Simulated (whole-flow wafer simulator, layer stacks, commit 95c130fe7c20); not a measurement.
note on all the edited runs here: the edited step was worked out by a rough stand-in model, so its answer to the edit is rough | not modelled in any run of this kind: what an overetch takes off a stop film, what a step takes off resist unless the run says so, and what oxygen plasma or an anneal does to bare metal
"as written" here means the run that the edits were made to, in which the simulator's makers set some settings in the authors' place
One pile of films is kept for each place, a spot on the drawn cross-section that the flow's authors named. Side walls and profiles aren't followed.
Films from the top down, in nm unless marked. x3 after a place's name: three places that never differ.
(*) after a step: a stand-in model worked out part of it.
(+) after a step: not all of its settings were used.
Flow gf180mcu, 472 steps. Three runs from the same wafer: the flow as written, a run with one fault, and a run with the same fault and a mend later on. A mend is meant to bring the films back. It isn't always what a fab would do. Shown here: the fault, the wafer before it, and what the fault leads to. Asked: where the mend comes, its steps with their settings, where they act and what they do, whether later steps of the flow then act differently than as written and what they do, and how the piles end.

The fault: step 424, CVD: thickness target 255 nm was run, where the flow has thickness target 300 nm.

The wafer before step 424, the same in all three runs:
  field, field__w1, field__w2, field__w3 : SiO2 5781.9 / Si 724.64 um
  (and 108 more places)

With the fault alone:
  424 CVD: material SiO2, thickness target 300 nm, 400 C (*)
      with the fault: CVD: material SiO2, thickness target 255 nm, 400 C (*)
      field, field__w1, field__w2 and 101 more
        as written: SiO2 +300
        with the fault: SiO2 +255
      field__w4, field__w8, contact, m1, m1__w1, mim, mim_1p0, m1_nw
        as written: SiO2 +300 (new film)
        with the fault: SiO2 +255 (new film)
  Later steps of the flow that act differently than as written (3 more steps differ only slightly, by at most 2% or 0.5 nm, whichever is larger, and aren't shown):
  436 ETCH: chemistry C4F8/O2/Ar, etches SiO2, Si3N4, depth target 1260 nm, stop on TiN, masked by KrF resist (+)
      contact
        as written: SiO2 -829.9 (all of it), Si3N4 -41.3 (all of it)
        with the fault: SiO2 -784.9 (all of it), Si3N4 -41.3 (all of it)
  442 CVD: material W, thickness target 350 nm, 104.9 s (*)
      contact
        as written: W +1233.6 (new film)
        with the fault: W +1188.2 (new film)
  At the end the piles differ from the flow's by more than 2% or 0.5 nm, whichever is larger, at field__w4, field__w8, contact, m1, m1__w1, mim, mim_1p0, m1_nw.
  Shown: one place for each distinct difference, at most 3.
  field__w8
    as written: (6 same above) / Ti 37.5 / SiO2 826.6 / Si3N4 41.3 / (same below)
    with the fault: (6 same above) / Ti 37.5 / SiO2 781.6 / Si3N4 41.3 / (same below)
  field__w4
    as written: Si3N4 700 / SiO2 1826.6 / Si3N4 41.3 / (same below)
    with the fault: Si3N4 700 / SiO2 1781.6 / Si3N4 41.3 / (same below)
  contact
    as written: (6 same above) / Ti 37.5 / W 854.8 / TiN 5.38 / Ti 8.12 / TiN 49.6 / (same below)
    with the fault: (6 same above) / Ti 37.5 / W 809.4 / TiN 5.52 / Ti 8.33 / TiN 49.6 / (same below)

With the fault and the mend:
  The mend comes after step 424.
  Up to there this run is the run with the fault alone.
  424a CVD: material SiO2, thickness target 45 nm, 400 C (*) (the flow's step 424 once more, with other settings)
      field, field__w1, field__w2 and 109 more
        SiO2 +45
  No later step of the flow acts differently than as written at any place that is followed.
  At the end the piles are the same as the flow's at every place that both follow.
